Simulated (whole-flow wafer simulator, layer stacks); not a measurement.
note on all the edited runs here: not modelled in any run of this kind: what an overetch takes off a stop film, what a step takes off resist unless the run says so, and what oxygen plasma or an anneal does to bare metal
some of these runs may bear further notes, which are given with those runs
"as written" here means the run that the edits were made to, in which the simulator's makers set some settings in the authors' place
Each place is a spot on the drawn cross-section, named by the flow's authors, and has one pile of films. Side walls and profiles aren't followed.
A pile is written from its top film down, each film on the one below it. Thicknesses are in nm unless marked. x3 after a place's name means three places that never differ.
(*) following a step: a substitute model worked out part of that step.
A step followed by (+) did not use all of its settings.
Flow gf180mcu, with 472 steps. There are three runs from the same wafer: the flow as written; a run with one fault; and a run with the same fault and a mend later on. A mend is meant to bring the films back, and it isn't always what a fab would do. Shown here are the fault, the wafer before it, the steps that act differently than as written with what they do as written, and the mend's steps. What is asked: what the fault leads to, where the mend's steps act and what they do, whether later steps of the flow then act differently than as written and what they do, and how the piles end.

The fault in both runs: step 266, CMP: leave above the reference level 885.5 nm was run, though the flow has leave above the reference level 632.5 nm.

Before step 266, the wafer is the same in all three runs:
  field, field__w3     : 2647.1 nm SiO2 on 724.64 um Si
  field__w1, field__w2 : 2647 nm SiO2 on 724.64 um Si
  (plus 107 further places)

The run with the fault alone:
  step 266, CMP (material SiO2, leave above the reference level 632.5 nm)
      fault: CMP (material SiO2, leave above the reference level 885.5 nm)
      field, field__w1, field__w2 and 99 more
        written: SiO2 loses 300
        fault: SiO2 loses 47
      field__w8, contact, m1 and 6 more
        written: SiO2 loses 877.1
        fault: SiO2 loses 624.1
  Steps later in the flow that act otherwise than as written:
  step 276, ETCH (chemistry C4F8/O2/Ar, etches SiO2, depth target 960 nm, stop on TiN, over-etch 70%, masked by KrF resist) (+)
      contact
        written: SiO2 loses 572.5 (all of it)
        fault: SiO2 loses 825.5 (all of it)
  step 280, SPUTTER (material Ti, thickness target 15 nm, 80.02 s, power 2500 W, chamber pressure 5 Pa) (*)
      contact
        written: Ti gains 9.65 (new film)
        fault: Ti gains 8.34 (new film)
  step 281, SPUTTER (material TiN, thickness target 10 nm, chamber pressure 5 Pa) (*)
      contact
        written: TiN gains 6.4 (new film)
        fault: TiN gains 5.52 (new film)
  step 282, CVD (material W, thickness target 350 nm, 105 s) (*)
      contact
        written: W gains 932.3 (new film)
        fault: W gains 1187.5 (new film)
  By the end, the piles at field, field__w1, field__w2 and 109 more depart from the flow's by more than 2% or 0.5 nm, whichever is larger.
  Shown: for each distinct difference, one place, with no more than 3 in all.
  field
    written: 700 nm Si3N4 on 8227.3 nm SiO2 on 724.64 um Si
    fault: 700 nm Si3N4 on 8480.3 nm SiO2 on 724.64 um Si
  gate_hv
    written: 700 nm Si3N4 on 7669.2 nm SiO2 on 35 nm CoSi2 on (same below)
    fault: 700 nm Si3N4 on 7922.2 nm SiO2 on 35 nm CoSi2 on (same below)
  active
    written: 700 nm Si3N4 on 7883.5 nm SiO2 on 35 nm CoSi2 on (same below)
    fault: 700 nm Si3N4 on 8136.5 nm SiO2 on 35 nm CoSi2 on (same below)

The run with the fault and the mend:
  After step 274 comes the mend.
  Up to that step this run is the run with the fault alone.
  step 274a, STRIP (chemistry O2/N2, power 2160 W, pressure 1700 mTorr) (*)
      field, field__w1, field__w2 and 107 more
        KrF resist loses 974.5 (all of it), anti-reflective coat loses 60 (all of it)
      contact
        anti-reflective coat loses 60 (all of it)
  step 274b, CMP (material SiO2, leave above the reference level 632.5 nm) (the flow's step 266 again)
      field, field__w1, field__w2 and 108 more
        SiO2 loses 253
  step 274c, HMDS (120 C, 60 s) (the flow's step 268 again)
      leaves every film unchanged at each place that is followed
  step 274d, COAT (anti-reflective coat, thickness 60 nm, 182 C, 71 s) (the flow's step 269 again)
      field, field__w1, field__w2 and 108 more
        anti-reflective coat gains 60 (new film)
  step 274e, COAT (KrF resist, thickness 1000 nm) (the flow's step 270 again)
      field, field__w1, field__w2 and 108 more
        KrF resist gains 1000 (new film)
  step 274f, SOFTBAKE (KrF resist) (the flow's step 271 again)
      leaves every film unchanged at each place that is followed
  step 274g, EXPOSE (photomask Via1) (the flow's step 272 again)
      leaves every film unchanged at each place that is followed
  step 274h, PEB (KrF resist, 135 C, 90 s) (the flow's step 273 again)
      field, field__w1, field__w2 and 108 more
        KrF resist loses 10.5
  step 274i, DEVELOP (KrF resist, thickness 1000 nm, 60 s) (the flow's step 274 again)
      field, field__w1, field__w2 and 107 more
        KrF resist loses 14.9
      contact
        KrF resist loses 989.5 (all of it)
  Later steps of the flow that are run all act as written at every place that is followed.
  By the end, the piles equal the flow's at every place that both follow.
